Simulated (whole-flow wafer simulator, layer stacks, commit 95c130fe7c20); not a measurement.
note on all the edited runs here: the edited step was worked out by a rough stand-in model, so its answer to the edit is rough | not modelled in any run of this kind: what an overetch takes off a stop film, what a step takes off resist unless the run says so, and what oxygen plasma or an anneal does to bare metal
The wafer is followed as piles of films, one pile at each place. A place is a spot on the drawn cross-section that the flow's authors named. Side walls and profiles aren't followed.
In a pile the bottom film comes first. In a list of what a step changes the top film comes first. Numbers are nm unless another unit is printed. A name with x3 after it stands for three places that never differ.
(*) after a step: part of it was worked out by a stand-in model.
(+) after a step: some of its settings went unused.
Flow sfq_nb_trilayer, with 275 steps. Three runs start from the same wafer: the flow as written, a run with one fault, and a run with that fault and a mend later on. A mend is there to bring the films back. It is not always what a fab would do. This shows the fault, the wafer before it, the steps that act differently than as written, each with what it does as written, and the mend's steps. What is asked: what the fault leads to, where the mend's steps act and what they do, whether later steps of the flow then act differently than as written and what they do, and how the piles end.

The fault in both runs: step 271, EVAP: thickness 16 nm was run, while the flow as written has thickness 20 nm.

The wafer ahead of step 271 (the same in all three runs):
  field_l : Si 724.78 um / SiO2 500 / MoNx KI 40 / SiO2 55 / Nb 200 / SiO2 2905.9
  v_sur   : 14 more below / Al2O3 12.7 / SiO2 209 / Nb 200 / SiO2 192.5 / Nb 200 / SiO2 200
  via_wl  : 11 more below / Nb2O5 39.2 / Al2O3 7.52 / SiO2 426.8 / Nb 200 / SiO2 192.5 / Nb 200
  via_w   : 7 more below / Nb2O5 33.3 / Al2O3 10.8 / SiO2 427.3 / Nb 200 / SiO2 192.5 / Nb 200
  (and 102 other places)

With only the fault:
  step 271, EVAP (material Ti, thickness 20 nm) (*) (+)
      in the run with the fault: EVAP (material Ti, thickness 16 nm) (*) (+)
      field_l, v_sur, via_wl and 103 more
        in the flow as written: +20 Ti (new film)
        in the run with the fault: +16 Ti (new film)
  Steps further on in the flow that do not act as written:
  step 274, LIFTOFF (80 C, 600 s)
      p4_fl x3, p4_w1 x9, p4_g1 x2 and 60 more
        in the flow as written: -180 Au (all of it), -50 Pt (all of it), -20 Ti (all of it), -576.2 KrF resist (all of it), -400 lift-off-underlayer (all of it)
        in the run with the fault: -180 Au (all of it), -50 Pt (all of it), -16 Ti (all of it), -576.2 KrF resist (all of it), -400 lift-off-underlayer (all of it)
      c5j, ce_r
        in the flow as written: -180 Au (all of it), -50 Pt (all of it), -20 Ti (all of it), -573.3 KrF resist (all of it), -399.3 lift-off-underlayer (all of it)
        in the run with the fault: -180 Au (all of it), -50 Pt (all of it), -16 Ti (all of it), -573.3 KrF resist (all of it), -399.3 lift-off-underlayer (all of it)
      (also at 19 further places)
  The piles end different from the flow's at field_l, v_sur, via_wl and 8 more by more than 2% or 0.5 nm, whichever is larger.
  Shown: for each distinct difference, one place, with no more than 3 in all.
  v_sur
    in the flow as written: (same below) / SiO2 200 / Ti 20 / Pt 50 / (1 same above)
    in the run with the fault: (same below) / SiO2 200 / Ti 16 / Pt 50 / (1 same above)
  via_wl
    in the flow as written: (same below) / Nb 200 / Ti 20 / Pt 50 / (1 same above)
    in the run with the fault: (same below) / Nb 200 / Ti 16 / Pt 50 / (1 same above)
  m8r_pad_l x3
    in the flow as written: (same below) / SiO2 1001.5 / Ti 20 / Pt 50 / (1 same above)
    in the run with the fault: (same below) / SiO2 1001.5 / Ti 16 / Pt 50 / (1 same above)

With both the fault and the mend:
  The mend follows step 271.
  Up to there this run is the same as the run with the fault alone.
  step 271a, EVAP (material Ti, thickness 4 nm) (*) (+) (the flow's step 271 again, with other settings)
      field_l, v_sur, via_wl and 103 more
        +4 Ti
  Every later step of the flow that is run acts as written at every place that is followed.
  By the end, the piles equal the flow's at every place that both follow.
